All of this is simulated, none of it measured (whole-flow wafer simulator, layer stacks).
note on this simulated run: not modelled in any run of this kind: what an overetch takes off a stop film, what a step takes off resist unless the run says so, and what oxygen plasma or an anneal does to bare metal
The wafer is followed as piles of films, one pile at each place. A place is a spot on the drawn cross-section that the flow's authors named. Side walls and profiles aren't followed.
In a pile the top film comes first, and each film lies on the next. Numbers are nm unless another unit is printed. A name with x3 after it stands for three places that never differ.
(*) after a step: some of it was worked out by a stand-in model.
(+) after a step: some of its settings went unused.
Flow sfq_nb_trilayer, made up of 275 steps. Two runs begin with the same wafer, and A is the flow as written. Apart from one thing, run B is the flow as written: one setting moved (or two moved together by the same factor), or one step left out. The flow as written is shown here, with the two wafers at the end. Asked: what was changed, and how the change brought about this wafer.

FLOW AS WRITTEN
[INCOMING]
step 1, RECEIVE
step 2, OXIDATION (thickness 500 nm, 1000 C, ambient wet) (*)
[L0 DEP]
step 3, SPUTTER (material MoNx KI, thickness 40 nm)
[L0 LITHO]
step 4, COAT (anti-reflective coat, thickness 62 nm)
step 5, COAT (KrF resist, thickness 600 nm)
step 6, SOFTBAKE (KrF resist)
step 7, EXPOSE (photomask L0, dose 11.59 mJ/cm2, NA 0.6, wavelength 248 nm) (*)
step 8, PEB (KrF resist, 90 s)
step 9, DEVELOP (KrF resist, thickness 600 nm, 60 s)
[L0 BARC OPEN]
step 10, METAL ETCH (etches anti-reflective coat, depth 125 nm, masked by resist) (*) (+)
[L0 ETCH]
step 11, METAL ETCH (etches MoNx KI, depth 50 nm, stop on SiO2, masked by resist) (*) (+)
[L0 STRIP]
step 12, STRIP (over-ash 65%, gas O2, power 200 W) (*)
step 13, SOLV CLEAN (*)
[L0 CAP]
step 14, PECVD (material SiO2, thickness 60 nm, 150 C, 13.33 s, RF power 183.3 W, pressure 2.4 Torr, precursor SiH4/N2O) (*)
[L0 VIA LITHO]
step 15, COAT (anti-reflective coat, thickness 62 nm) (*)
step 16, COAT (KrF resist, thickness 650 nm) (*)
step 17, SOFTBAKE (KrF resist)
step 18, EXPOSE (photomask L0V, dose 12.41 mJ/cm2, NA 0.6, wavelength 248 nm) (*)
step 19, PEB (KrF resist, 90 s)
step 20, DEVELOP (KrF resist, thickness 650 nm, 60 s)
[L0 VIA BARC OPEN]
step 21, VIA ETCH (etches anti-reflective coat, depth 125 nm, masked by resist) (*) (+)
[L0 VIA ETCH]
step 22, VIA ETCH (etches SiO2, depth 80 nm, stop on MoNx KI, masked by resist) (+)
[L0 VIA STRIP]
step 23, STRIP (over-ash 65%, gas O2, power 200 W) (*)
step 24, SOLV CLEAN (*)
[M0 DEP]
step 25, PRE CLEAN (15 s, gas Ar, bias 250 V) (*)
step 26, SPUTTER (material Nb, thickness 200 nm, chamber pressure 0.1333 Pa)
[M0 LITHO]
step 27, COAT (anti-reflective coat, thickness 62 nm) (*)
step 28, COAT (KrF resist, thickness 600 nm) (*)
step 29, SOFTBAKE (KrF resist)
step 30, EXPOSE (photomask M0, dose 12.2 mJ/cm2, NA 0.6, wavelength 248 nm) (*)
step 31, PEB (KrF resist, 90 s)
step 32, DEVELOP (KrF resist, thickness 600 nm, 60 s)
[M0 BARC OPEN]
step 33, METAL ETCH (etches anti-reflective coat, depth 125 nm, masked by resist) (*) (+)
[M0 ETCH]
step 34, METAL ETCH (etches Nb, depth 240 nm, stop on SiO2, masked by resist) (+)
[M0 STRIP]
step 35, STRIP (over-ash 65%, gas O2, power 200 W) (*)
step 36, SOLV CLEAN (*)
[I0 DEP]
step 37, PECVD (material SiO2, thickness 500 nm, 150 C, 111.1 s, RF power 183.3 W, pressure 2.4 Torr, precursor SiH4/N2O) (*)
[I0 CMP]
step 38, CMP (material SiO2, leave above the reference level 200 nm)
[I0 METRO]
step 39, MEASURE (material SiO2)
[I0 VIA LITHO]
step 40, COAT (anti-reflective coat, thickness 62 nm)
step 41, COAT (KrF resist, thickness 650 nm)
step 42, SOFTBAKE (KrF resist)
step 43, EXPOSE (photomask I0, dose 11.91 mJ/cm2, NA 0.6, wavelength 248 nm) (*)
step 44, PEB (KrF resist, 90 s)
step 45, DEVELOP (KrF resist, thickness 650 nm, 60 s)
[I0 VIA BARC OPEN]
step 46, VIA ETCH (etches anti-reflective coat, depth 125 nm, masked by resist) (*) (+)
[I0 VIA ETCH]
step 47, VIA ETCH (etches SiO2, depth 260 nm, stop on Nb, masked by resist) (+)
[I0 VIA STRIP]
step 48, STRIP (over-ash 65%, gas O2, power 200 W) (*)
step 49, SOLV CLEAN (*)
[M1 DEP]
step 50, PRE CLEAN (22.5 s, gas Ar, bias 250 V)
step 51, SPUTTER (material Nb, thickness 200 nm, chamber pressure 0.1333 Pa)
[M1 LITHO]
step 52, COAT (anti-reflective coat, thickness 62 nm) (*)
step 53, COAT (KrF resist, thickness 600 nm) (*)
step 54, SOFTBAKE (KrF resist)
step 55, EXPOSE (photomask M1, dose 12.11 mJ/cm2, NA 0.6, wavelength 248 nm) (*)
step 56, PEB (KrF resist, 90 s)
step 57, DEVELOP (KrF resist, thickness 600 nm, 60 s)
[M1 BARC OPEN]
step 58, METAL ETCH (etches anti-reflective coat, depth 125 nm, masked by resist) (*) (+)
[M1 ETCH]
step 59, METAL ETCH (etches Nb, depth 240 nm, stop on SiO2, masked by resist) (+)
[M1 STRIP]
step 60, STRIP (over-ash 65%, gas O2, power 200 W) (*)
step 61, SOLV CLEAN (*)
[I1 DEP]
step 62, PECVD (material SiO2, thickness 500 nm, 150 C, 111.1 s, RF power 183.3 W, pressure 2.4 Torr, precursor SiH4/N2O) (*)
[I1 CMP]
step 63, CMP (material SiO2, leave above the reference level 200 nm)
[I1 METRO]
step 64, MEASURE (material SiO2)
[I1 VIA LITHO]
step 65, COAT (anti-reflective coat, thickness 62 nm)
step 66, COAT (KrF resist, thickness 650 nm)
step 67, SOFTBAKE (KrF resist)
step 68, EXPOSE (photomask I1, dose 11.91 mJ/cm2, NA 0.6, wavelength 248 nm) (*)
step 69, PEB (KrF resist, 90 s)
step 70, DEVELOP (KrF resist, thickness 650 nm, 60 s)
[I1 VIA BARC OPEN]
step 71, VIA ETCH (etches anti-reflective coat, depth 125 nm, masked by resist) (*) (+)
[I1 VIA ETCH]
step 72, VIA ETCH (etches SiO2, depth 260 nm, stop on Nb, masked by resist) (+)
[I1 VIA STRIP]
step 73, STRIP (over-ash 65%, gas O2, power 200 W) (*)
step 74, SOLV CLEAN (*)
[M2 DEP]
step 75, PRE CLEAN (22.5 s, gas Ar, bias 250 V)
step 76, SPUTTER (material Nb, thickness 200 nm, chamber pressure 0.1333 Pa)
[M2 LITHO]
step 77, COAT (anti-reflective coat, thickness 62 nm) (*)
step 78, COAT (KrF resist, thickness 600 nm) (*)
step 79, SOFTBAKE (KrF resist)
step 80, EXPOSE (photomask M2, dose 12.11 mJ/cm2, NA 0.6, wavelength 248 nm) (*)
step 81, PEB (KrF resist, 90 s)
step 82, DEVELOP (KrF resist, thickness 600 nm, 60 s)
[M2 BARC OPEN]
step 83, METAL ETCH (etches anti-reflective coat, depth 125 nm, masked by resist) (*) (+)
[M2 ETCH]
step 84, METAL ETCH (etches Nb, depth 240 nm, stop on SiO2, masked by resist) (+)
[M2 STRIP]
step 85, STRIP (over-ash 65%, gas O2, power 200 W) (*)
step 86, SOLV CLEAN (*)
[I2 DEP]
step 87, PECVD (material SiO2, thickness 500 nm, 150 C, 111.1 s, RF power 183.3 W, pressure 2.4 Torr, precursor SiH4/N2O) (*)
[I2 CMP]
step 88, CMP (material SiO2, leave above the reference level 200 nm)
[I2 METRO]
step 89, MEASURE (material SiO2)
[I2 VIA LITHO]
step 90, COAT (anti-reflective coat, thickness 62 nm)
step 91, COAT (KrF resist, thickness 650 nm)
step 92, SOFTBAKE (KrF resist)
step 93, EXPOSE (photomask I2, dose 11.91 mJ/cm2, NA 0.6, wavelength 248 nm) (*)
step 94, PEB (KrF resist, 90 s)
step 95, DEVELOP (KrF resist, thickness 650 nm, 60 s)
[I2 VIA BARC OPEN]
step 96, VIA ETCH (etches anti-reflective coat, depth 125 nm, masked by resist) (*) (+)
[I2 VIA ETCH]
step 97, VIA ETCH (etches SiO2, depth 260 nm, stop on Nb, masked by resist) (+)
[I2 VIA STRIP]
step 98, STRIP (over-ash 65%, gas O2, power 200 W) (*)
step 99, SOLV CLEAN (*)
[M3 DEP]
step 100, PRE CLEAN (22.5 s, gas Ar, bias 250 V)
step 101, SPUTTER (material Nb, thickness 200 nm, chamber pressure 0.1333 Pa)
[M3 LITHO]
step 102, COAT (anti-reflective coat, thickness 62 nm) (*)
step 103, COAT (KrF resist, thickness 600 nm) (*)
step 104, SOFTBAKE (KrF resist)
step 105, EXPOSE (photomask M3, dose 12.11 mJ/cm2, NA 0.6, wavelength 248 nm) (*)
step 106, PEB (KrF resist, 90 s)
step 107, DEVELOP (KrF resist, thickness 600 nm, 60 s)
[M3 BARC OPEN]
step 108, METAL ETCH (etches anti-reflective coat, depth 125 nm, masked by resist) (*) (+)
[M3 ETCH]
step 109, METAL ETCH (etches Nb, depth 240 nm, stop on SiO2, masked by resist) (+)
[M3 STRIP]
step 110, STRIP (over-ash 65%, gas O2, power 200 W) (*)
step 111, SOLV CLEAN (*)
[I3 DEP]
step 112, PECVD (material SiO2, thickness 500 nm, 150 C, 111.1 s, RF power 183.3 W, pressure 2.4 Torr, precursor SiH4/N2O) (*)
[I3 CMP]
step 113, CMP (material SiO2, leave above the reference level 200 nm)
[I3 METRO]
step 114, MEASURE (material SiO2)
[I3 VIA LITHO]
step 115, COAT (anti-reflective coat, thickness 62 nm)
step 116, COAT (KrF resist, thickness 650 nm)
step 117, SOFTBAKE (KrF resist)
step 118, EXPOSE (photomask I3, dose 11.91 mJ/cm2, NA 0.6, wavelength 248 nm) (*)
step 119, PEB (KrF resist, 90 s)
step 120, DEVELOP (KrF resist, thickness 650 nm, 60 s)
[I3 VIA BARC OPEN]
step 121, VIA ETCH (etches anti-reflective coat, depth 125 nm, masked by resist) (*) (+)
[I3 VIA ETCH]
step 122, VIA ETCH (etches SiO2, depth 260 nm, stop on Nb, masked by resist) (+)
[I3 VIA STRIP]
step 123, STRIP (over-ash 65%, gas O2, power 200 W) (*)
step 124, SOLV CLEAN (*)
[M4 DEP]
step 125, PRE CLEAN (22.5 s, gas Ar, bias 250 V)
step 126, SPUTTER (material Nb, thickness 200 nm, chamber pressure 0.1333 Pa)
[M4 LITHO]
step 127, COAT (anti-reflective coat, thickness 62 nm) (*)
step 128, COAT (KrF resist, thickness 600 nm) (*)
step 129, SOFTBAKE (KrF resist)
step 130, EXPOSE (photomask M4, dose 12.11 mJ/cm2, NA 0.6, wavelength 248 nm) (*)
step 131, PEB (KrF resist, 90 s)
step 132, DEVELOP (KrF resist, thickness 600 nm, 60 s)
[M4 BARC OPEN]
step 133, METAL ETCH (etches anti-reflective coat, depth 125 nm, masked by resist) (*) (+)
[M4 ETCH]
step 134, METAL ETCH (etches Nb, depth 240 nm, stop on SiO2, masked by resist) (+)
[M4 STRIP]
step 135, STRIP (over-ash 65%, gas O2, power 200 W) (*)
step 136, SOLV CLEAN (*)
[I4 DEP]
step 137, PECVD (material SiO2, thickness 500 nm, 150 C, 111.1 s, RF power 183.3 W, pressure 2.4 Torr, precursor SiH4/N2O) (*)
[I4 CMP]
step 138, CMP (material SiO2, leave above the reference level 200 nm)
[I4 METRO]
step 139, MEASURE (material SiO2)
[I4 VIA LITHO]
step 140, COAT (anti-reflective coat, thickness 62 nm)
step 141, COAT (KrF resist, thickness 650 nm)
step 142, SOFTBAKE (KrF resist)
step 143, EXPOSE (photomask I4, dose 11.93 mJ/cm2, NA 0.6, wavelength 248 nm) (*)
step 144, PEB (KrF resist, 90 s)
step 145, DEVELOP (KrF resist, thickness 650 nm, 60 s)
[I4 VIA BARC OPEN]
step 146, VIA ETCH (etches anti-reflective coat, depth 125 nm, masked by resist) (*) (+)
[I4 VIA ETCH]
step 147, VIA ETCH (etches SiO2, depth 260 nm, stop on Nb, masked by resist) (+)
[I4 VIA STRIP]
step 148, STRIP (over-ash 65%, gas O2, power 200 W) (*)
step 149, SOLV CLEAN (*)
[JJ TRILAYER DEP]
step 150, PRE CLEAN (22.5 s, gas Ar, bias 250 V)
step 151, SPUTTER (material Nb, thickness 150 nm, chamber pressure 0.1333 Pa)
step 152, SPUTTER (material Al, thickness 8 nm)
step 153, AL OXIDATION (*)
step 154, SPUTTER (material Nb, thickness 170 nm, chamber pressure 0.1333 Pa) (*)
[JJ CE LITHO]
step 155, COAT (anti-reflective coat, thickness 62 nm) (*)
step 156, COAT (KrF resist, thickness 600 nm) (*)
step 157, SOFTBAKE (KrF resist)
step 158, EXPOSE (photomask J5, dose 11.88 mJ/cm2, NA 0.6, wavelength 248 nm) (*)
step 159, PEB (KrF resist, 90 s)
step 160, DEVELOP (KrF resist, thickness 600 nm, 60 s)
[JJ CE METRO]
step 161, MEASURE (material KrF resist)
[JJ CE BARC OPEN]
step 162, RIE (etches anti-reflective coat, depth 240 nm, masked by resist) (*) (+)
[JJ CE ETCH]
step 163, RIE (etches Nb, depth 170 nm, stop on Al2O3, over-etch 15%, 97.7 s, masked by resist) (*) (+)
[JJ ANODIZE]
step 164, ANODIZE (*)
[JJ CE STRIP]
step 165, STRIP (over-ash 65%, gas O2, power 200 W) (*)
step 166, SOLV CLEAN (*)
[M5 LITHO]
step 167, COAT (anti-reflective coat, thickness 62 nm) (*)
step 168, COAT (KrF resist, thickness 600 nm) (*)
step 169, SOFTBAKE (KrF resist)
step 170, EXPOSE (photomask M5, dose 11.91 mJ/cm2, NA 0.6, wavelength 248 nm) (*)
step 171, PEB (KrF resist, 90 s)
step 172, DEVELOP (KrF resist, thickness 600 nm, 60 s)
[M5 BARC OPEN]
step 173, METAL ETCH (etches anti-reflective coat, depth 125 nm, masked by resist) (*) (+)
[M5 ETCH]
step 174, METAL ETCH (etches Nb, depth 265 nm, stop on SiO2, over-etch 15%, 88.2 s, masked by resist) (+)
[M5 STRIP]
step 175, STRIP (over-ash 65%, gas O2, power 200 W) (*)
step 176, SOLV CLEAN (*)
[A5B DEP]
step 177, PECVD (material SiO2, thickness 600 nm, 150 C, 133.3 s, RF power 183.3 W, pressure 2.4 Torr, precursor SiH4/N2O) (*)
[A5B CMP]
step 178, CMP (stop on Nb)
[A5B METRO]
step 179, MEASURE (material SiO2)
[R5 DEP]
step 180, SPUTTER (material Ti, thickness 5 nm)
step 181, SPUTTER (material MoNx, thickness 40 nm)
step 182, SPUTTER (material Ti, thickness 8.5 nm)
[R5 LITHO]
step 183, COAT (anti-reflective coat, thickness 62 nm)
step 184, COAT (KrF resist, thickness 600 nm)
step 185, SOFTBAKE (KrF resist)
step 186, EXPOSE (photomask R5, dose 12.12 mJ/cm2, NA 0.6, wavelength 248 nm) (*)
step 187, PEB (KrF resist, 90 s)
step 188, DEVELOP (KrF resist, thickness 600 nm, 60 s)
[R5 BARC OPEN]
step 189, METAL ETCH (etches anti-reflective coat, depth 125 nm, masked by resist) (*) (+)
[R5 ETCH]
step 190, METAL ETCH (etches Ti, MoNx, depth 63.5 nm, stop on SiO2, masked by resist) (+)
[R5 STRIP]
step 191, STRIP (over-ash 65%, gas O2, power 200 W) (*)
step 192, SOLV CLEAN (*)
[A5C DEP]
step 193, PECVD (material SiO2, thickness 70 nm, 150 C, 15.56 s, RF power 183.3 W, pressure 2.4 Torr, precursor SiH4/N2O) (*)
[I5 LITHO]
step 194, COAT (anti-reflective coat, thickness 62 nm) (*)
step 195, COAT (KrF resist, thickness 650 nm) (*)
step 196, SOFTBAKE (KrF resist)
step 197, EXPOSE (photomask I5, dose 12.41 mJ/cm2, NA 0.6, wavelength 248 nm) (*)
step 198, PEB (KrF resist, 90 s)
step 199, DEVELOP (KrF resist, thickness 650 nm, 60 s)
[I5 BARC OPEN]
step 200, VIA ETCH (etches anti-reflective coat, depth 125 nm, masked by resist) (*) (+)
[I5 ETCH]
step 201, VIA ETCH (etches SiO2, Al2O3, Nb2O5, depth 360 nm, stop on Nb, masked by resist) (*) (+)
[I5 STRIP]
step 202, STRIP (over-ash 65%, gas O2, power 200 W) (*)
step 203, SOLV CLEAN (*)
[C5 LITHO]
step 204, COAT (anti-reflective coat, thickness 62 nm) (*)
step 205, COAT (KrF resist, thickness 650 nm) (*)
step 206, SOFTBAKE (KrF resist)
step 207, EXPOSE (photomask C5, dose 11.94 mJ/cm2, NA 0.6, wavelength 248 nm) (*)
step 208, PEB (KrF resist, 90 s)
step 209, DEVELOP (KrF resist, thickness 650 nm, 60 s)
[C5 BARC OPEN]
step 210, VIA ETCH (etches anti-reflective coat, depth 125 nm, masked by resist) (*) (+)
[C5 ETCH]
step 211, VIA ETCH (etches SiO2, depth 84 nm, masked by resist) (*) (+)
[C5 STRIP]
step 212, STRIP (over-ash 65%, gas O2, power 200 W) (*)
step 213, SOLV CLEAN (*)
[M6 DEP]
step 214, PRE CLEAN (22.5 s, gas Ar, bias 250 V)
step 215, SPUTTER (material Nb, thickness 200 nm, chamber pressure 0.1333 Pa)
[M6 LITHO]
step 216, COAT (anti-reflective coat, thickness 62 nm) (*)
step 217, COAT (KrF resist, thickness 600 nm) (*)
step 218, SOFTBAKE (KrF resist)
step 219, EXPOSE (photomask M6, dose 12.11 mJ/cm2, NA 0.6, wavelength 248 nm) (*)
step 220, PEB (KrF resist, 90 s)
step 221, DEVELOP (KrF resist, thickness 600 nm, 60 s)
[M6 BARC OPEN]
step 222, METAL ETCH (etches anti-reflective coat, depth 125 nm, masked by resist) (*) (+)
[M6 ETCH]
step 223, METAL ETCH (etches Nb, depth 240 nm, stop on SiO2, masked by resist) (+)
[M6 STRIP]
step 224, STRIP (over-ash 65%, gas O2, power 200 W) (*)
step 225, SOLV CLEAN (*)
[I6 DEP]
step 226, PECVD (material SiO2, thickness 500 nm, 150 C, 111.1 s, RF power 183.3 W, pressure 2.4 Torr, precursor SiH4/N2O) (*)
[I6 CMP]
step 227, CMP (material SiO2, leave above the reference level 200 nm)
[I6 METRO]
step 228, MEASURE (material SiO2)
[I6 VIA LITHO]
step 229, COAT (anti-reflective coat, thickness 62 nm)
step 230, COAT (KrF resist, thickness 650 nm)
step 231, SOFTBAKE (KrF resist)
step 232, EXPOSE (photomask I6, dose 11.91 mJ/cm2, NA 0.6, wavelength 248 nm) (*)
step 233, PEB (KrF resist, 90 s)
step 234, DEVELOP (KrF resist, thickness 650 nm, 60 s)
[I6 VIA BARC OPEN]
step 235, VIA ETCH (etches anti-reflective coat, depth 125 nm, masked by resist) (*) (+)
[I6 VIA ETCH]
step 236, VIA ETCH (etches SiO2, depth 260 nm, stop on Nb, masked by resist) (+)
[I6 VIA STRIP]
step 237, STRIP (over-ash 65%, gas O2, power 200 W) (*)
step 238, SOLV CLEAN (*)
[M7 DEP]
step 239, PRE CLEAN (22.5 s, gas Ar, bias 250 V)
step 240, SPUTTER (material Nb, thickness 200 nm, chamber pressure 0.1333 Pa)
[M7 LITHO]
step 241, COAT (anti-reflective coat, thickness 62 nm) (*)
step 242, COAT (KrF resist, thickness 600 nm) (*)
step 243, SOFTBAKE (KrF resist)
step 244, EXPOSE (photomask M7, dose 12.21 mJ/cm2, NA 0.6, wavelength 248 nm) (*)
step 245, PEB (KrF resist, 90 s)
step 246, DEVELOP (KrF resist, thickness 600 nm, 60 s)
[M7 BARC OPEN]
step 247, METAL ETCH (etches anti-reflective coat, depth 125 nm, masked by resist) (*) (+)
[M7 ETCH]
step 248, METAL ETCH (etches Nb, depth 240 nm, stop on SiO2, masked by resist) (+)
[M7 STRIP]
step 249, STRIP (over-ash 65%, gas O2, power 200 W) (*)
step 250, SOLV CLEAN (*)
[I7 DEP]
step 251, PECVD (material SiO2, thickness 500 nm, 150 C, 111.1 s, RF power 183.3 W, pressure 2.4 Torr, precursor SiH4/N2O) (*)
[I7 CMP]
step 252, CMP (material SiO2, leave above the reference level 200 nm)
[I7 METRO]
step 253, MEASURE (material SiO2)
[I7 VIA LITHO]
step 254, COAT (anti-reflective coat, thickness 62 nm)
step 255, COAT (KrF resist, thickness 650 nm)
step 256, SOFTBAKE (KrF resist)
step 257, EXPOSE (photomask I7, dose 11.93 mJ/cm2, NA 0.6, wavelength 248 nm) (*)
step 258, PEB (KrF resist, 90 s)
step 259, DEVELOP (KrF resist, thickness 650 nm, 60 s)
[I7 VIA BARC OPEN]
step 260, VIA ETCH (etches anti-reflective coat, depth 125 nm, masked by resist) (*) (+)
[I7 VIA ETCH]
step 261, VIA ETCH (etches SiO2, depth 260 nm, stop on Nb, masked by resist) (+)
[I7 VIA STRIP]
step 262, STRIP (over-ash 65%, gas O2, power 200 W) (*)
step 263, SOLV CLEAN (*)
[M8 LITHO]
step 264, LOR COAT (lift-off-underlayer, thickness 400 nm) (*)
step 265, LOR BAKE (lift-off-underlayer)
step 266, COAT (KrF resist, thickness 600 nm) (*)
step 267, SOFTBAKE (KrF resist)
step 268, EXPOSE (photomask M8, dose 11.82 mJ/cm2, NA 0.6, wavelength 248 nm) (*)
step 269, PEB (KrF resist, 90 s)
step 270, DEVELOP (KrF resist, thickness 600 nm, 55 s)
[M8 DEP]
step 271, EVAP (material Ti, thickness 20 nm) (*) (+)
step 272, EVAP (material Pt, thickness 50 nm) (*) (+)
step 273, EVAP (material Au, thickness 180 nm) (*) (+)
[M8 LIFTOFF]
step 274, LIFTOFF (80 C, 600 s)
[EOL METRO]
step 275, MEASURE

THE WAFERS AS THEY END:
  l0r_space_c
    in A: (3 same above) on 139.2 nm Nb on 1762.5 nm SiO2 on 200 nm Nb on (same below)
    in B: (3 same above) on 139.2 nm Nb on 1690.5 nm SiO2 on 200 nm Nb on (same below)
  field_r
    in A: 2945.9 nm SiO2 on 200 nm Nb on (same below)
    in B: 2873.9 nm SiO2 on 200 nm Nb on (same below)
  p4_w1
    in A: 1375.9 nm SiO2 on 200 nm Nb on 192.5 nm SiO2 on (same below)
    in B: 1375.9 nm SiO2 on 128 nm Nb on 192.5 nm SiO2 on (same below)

Cause: step 126, SPUTTER: thickness 128 nm was run, while the flow as written has thickness 200 nm.
The wafer itself shows it: p4_w1 has Nb 128, and step 126 as written asks for 200 nm.

Step by step, how the change led to this:
  step 126, SPUTTER (material Nb, thickness 200 nm, chamber pressure 0.1333 Pa)
      field_l, v_sur, via_wl and 102 more: A Nb gains 200 (new film) | B Nb gains 128 (new film)
      via_v: A Nb gains 165.5 | B Nb gains 105.6
  step 127, COAT (anti-reflective coat, thickness 62 nm) (*)
      via_v: A anti-reflective coat gains 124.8 (new film) | B anti-reflective coat gains 121.1 (new film)
  step 134, METAL ETCH (etches Nb, depth 240 nm, stop on SiO2, masked by resist) (+)
      field_l, be, be_sur and 64 more: A Nb loses 200 (all of it) | B Nb loses 128 (all of it)
      v_sur, via_wl, via_w and 36 more: A KrF resist loses 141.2 | B KrF resist loses 112.9
  step 135, STRIP (over-ash 65%, gas O2, power 200 W) (*)
      p4_fl, p4_fm, p4_w1 and 26 more: A KrF resist loses 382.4 (all of it), anti-reflective coat loses 62 (all of it) | B KrF resist loses 410.6 (all of it), anti-reflective coat loses 62 (all of it)
      ln_m5, lsp_m, ln_m6: A KrF resist loses 381.9 (all of it), anti-reflective coat loses 61.8 (all of it) | B KrF resist loses 410.2 (all of it), anti-reflective coat loses 61.8 (all of it)
      (as well as at 7 more places)
  step 137, PECVD (material SiO2, thickness 500 nm, 150 C, 111.1 s, RF power 183.3 W, pressure 2.4 Torr, precursor SiH4/N2O) (*)
      p3_s0, p3_s1, p3_s2, p3_s3, p3_s4, p3_s5: A SiO2 gains 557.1 | B SiO2 gains 500
      via_v: A SiO2 gains 615 (new film) | B SiO2 gains 595.1 (new film)
  step 138, CMP (material SiO2, leave above the reference level 200 nm)
      field_l, be, be_sur and 55 more: A SiO2 loses 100 | B SiO2 loses 172
      p3_s0, p3_s1, p3_s2, p3_s3, p3_s4, p3_s5: A SiO2 loses 157.1 | B SiO2 loses 172
      (as well as at 4 more places)
